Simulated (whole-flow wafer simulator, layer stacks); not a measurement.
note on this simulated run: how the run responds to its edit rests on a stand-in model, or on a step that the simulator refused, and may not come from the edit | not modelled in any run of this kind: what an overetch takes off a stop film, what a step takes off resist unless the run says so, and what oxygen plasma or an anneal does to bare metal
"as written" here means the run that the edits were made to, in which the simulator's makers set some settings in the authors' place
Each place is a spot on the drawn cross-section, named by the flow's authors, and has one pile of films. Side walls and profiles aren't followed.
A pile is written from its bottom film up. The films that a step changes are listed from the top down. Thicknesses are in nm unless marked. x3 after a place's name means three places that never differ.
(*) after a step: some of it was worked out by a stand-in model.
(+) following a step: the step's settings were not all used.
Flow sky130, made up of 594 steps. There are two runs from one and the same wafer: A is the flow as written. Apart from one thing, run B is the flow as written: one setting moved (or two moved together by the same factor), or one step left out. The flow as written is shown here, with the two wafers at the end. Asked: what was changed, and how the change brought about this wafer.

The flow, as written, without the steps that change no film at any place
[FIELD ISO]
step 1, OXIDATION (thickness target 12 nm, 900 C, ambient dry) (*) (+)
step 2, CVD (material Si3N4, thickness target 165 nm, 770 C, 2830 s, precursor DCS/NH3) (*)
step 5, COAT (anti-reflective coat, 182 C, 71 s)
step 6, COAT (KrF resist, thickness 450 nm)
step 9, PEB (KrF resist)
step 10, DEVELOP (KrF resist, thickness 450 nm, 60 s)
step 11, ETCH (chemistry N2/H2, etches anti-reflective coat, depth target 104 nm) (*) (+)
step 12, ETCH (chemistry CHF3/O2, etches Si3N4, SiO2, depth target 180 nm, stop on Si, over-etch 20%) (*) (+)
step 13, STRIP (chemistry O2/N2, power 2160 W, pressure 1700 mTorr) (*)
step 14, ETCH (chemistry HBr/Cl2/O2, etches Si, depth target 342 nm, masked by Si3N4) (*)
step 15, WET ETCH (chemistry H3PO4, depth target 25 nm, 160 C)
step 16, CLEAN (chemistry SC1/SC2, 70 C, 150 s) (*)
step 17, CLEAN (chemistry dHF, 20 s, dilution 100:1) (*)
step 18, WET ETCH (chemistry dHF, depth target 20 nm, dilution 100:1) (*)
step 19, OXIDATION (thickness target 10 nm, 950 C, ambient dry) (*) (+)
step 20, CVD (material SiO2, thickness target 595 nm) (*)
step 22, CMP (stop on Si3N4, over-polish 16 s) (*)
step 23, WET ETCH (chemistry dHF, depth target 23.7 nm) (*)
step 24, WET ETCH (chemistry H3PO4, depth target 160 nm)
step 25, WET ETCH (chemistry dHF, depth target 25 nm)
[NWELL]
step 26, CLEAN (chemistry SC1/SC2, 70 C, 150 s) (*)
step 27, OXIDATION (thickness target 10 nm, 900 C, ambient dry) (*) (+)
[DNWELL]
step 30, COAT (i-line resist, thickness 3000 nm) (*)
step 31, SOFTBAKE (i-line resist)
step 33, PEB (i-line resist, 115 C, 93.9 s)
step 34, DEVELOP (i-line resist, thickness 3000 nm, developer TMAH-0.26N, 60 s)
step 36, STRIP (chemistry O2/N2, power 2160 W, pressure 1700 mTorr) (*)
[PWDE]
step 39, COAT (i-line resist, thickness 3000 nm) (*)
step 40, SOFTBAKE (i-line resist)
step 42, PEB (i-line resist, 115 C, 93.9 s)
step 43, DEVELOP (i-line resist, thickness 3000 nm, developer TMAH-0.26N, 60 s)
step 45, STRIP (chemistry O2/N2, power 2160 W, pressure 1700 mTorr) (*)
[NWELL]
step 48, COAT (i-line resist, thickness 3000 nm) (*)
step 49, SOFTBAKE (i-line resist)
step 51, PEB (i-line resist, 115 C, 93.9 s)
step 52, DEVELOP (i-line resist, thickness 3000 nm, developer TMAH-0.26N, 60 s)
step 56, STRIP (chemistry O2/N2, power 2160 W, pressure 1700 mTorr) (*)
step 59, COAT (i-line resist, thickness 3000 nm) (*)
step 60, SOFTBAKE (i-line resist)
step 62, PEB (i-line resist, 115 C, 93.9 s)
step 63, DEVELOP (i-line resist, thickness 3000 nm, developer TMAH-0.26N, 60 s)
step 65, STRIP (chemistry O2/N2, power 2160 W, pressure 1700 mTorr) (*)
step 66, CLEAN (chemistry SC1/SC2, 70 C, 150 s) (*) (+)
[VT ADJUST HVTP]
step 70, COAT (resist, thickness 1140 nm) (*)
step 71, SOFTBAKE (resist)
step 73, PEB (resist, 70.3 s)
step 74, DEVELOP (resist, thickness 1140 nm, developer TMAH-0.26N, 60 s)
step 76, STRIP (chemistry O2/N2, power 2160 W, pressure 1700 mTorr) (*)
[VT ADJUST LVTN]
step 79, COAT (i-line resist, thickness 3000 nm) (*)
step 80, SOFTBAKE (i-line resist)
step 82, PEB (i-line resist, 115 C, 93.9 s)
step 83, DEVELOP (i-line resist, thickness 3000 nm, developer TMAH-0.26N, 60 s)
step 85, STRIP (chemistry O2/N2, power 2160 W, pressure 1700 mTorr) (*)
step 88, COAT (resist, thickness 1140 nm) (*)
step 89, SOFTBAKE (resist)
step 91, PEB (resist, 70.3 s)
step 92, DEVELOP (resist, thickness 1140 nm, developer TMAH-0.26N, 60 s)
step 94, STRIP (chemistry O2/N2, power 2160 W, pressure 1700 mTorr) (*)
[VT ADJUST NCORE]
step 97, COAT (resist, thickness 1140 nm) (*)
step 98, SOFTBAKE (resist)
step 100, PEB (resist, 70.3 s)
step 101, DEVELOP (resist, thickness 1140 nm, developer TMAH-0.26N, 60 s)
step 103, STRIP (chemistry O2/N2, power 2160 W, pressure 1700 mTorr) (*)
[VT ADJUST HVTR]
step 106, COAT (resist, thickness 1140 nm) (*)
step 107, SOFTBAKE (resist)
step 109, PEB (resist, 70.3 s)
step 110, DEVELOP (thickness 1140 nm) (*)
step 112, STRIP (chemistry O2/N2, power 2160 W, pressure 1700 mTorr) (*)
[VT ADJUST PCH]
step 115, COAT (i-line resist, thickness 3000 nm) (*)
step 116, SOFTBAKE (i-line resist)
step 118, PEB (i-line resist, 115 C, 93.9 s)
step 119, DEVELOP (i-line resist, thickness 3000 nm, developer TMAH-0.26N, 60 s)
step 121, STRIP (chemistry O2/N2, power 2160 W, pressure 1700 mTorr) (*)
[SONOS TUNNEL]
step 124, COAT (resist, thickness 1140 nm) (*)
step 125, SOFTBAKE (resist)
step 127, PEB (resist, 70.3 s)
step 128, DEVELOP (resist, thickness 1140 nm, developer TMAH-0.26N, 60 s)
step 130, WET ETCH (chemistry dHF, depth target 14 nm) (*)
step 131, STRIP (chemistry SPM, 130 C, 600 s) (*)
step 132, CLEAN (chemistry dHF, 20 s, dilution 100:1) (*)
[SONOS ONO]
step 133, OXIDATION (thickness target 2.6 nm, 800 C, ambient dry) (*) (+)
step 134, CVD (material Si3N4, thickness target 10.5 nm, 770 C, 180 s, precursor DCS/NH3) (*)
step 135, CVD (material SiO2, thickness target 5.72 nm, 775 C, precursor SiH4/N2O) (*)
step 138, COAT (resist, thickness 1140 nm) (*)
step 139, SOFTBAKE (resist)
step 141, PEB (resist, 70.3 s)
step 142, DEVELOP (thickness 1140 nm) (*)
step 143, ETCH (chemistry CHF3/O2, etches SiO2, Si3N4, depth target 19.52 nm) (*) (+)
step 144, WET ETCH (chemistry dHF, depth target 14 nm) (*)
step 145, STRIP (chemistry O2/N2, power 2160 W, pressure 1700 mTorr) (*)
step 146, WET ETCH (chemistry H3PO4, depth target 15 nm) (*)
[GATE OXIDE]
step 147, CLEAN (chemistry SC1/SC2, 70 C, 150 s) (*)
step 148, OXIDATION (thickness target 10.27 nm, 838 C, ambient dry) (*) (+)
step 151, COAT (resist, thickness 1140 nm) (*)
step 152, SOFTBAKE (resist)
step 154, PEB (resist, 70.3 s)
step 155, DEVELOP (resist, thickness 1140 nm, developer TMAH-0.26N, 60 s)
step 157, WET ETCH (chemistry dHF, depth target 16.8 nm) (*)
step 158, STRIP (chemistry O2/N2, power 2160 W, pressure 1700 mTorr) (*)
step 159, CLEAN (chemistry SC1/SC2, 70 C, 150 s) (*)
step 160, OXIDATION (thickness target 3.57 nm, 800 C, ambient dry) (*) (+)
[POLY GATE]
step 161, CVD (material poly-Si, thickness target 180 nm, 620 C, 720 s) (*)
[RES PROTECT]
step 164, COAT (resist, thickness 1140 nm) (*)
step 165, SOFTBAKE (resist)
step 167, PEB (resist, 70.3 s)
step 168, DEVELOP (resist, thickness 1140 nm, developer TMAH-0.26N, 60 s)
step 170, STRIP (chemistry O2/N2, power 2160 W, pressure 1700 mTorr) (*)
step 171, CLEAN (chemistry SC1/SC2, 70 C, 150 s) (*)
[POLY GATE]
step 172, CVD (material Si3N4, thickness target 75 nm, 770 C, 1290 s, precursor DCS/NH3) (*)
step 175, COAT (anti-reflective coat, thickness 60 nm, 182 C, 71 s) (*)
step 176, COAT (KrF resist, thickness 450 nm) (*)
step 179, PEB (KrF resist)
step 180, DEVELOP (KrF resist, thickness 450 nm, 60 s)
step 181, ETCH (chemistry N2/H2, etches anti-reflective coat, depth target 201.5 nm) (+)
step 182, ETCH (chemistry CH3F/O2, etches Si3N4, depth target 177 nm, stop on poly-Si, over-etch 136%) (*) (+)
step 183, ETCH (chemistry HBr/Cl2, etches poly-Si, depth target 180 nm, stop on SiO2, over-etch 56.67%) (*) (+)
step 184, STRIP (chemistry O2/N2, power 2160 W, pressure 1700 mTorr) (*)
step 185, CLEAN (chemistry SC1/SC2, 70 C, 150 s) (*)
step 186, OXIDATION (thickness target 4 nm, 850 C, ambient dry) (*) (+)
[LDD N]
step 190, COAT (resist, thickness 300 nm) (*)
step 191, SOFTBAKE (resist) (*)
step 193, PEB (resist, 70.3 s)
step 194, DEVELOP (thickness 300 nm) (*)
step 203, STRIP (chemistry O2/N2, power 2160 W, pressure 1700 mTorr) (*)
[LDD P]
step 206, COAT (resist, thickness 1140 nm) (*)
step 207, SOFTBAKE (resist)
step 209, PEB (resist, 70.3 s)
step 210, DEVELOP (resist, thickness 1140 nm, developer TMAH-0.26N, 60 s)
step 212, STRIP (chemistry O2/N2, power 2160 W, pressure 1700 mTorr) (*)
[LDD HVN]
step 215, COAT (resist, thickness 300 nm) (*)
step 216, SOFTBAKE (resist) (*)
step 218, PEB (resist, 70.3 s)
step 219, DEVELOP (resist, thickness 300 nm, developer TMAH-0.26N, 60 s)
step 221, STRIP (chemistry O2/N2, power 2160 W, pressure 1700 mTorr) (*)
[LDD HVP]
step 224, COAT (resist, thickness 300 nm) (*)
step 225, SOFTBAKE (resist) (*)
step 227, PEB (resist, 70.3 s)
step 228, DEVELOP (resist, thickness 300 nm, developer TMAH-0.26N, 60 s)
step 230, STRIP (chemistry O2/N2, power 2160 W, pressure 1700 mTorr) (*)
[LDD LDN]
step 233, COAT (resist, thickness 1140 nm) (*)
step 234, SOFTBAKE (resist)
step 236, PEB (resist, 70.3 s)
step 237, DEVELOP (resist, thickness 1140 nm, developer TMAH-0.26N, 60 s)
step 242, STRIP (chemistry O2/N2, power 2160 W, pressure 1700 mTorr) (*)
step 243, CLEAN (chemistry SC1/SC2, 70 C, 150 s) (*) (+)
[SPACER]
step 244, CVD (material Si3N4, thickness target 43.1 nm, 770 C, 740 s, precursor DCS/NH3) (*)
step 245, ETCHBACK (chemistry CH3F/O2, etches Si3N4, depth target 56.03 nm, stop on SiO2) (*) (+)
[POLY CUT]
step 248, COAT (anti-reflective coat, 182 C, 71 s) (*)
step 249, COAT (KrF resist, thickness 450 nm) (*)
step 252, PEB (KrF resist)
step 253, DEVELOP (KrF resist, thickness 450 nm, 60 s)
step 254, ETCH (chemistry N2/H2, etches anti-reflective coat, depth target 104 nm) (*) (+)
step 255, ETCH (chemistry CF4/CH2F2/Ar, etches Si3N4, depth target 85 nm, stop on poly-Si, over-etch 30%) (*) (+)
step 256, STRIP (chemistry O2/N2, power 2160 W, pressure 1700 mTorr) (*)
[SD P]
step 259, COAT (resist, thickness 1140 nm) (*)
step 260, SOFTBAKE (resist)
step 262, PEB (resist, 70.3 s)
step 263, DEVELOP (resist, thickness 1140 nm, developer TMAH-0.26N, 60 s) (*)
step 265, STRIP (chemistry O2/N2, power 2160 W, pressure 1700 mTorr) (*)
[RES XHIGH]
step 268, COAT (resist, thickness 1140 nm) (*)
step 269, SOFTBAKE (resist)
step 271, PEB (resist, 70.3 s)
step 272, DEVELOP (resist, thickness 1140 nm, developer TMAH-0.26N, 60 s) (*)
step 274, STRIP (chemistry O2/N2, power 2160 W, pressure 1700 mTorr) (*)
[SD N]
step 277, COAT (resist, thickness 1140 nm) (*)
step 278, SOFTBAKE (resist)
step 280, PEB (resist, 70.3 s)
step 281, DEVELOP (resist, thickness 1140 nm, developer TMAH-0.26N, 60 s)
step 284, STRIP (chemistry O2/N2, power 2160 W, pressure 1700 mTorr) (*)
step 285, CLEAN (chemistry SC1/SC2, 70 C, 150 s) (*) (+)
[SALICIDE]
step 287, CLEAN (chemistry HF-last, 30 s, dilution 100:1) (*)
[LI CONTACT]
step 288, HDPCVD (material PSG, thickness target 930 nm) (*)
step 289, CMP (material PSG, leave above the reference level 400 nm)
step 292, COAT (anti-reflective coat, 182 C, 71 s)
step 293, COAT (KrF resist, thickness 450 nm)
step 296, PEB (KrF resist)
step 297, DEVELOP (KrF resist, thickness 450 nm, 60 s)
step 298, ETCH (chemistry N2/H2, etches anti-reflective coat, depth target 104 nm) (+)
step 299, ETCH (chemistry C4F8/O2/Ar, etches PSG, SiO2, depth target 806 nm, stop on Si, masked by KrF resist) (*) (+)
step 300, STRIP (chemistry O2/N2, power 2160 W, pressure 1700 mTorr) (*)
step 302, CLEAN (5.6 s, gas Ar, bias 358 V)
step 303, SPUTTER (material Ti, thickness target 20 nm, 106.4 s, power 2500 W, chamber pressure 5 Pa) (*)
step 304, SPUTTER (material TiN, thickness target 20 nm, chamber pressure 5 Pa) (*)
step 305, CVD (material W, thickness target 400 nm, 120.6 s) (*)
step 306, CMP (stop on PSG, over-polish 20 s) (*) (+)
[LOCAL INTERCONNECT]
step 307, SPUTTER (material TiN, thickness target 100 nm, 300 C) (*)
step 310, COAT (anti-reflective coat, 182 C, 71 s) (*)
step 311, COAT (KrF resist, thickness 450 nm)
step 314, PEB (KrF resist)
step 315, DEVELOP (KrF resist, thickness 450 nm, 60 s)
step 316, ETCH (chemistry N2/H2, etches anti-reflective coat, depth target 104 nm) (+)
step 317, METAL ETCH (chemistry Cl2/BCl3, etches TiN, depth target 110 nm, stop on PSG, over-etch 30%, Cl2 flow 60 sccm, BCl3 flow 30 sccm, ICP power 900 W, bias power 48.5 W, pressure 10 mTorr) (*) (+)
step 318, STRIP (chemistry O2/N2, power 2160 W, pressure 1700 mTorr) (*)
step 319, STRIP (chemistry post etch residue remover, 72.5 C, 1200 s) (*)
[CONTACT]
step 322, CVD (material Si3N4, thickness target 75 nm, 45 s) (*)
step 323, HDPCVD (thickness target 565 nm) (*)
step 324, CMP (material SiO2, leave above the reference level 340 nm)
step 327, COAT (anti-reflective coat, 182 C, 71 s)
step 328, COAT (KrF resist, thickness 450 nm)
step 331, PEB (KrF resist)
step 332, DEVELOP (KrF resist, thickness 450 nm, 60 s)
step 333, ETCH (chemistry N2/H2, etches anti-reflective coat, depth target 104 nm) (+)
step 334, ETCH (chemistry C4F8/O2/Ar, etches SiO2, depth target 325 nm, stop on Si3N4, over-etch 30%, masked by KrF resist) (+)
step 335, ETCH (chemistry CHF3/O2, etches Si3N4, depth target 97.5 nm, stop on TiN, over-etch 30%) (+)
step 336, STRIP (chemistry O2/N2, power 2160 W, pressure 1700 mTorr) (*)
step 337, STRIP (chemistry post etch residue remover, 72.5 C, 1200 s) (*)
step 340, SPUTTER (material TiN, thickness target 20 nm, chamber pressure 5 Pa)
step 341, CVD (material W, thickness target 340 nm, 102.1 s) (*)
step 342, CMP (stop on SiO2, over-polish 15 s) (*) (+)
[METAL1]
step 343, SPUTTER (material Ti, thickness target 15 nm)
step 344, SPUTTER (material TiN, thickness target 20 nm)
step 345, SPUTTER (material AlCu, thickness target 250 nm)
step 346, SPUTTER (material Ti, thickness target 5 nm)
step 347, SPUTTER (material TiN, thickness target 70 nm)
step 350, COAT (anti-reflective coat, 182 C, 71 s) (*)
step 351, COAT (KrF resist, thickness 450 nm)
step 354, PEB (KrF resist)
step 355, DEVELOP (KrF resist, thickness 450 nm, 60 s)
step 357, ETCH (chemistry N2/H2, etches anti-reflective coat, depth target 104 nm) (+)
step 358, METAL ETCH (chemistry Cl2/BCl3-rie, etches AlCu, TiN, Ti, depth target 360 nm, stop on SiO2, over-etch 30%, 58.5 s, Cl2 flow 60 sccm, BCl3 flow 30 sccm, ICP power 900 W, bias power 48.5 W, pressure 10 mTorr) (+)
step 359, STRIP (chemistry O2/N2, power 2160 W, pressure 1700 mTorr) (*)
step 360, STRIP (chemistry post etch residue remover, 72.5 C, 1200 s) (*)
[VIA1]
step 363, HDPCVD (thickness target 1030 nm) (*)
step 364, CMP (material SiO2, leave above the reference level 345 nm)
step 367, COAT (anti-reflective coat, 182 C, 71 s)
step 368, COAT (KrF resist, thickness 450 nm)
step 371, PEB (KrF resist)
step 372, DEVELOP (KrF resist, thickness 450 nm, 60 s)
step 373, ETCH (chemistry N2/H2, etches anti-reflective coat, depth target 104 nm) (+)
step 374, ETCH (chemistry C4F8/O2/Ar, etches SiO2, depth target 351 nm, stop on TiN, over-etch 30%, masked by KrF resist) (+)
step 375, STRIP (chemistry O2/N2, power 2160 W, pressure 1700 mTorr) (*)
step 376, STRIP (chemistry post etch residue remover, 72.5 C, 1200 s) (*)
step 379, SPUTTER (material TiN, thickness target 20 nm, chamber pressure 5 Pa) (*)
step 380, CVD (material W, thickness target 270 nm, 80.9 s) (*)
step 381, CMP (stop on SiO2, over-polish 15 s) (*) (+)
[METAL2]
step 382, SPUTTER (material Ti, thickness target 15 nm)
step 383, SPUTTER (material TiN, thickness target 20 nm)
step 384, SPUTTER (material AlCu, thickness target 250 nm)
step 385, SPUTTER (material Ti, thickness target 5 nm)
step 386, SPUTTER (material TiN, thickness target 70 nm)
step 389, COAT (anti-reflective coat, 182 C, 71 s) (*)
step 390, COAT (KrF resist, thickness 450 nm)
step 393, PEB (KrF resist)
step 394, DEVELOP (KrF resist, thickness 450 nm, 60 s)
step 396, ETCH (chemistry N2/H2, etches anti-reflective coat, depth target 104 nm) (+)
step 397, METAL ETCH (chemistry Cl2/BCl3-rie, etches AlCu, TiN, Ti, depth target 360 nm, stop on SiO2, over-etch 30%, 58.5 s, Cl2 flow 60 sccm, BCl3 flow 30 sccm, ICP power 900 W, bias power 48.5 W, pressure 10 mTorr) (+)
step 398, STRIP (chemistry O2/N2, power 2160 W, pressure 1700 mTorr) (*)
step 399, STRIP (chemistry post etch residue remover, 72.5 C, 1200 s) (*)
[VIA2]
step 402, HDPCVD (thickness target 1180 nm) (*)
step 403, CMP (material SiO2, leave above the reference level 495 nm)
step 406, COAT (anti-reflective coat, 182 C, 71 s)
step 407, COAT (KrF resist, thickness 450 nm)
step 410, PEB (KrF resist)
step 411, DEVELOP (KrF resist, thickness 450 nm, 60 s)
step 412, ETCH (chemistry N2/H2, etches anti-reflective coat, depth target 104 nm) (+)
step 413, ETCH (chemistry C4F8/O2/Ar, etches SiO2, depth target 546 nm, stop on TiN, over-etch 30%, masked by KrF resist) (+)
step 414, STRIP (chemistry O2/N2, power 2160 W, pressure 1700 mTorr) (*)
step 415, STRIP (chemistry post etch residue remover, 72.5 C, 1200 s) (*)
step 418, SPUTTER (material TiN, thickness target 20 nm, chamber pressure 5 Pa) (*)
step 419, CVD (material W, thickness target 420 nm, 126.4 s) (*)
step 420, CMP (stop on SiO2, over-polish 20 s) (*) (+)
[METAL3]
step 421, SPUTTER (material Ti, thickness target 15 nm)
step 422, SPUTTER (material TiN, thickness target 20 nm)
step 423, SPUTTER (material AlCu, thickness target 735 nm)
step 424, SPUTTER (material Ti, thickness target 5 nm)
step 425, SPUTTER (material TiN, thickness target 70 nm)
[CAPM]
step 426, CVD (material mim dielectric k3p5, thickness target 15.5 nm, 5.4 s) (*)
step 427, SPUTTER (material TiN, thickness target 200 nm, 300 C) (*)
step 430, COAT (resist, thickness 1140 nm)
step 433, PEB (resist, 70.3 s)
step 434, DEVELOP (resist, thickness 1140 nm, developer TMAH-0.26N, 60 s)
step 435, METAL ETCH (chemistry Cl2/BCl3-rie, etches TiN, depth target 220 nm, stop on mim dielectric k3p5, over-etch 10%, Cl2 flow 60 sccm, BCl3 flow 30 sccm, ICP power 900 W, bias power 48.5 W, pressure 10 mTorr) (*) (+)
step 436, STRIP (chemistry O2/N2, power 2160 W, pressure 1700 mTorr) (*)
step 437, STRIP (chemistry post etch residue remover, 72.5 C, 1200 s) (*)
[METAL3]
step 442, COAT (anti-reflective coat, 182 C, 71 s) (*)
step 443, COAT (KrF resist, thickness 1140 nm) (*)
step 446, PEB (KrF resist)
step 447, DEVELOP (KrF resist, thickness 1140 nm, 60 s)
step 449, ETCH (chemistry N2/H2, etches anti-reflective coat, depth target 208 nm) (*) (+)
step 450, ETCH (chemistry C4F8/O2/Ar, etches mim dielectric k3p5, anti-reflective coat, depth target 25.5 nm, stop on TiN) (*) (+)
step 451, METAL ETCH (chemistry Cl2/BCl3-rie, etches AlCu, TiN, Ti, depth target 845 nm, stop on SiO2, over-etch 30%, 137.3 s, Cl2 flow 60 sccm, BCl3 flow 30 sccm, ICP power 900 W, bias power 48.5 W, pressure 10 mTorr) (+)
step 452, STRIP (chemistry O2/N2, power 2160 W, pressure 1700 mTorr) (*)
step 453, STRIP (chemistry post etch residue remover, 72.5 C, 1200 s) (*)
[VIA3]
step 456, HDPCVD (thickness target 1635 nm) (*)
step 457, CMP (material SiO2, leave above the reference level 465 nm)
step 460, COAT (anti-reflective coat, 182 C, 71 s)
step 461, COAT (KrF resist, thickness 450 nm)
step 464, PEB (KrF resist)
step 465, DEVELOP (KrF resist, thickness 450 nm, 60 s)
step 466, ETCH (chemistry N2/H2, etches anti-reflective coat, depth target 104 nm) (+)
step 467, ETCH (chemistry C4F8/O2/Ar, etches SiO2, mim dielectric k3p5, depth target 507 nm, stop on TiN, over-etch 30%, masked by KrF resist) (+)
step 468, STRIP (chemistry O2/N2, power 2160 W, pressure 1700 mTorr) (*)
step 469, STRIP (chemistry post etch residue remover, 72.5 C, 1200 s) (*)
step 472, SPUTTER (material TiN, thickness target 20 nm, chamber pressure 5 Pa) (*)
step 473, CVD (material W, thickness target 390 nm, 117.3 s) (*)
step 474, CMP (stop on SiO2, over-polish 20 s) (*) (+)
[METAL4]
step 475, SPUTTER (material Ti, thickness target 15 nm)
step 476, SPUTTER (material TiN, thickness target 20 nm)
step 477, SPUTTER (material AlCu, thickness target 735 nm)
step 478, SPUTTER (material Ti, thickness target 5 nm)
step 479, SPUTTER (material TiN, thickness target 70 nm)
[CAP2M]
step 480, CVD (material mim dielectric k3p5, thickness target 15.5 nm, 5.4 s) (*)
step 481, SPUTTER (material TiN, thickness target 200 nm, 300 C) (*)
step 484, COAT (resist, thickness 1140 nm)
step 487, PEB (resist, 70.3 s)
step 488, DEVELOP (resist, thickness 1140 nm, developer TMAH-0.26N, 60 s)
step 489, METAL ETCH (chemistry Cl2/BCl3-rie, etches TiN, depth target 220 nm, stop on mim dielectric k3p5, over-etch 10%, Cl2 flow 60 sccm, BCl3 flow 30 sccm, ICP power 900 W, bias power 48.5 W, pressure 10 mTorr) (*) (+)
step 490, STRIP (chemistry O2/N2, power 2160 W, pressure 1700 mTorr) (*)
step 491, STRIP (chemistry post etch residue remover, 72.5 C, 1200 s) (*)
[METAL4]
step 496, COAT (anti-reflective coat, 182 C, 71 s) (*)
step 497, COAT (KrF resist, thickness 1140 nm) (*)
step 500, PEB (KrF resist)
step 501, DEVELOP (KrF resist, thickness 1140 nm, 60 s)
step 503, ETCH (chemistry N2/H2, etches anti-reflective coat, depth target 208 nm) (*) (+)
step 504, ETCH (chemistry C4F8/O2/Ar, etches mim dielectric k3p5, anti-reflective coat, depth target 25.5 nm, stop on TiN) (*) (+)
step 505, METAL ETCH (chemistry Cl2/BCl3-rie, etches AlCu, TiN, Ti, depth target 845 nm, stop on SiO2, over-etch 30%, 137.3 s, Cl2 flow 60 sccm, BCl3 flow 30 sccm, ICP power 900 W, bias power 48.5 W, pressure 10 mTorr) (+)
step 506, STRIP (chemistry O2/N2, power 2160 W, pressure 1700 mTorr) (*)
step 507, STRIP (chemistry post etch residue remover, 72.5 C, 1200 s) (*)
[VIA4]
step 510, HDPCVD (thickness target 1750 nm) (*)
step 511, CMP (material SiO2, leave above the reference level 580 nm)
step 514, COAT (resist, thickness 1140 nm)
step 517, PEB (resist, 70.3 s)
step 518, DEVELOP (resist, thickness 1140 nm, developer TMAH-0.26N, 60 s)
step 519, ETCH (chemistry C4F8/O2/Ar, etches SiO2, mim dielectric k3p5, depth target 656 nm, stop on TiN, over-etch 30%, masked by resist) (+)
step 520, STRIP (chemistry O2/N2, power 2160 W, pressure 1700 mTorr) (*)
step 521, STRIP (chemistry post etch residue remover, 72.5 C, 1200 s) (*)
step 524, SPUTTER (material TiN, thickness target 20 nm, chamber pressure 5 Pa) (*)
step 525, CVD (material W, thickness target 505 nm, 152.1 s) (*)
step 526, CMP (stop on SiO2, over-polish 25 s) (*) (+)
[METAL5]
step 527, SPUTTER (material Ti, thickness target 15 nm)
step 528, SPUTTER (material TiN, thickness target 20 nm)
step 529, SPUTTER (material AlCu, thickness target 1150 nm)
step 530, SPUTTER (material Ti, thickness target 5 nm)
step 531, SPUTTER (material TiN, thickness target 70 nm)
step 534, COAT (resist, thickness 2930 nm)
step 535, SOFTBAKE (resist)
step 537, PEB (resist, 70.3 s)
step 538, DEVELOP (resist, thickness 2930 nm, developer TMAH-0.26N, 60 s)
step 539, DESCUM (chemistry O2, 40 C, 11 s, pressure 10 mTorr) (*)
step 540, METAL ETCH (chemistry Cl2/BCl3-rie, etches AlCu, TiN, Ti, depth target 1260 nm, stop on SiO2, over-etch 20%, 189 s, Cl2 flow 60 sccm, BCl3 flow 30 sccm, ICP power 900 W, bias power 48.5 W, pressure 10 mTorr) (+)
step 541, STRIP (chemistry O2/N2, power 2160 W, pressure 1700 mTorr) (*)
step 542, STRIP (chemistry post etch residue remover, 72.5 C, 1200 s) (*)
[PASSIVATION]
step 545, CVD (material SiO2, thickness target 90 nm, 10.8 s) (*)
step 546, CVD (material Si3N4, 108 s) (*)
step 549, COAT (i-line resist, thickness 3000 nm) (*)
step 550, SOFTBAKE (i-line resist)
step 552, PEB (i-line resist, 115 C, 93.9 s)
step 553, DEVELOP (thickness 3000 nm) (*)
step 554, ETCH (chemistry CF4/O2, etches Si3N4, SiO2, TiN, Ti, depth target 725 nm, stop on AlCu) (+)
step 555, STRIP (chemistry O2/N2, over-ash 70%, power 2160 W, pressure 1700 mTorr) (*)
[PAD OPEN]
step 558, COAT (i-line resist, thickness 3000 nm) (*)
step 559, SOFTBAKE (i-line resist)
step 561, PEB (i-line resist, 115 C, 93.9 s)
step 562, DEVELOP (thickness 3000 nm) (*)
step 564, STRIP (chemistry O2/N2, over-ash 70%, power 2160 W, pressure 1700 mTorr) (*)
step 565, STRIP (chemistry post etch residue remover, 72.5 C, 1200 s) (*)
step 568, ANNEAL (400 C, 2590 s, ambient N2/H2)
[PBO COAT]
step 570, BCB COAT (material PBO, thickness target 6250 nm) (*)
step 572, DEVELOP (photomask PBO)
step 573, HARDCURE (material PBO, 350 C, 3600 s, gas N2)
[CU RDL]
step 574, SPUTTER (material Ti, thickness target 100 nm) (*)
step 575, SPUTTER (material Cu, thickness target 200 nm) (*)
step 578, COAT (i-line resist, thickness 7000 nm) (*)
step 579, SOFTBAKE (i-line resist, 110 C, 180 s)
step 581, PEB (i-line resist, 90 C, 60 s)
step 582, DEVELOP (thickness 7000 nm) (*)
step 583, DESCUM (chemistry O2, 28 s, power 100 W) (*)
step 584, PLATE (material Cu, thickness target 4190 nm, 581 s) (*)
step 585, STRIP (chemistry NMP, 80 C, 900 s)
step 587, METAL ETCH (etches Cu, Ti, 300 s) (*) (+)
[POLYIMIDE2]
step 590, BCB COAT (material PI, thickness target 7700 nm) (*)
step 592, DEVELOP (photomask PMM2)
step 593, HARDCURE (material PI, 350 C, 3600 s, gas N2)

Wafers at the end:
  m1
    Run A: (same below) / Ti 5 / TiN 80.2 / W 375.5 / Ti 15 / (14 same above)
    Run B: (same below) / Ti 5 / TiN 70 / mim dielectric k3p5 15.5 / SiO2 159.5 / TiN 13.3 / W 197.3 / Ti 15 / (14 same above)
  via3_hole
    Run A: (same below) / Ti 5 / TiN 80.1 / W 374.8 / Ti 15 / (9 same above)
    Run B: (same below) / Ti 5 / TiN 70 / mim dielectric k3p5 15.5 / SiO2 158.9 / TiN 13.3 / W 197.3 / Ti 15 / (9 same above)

The reason: step 467, ETCH: depth target 215 nm was run, whereas the flow has depth target 507 nm.

Step by step, how the change led to this:
  step 467, ETCH (chemistry C4F8/O2/Ar, etches SiO2, mim dielectric k3p5, depth target 507 nm, stop on TiN, over-etch 30%, masked by KrF resist) (+)
      m1: A -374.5 SiO2 (all of it), -15.5 mim dielectric k3p5 (all of it) | B -215 SiO2
      via3_hole: A -373.9 SiO2 (all of it), -15.5 mim dielectric k3p5 (all of it) | B -215 SiO2
      (and at 190 other places as well)
  step 468, STRIP (chemistry O2/N2, power 2160 W, pressure 1700 mTorr) (*)
      field, active, n_well and 187 more: A -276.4 KrF resist (all of it), -80 anti-reflective coat (all of it) | B -334.8 KrF resist (all of it), -80 anti-reflective coat (all of it)
  step 472, SPUTTER (material TiN, thickness target 20 nm, chamber pressure 5 Pa) (*)
      m1, via3_hole: A +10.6 TiN | B +13.3 TiN (new film)
  step 473, CVD (material W, thickness target 390 nm, 117.3 s) (*)
      m1: A +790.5 W (new film) | B +612.4 W (new film)
      via3_hole: A +789.9 W (new film) | B +612.4 W (new film)
Taking metal films that touch as one body, m1 has 3 bodies (between them, from the top down: SiO2 159.5 / mim dielectric k3p5 15.5; SiO2 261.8 / Si3N4 75); the flow as written gives 2 bodies (between them, from the top down: SiO2 261.8 / Si3N4 75).
Taking metal films that touch as one body, via3_hole has 2 bodies (between them, from the top down: SiO2 158.9 / mim dielectric k3p5 15.5); the flow as written gives 1 body.
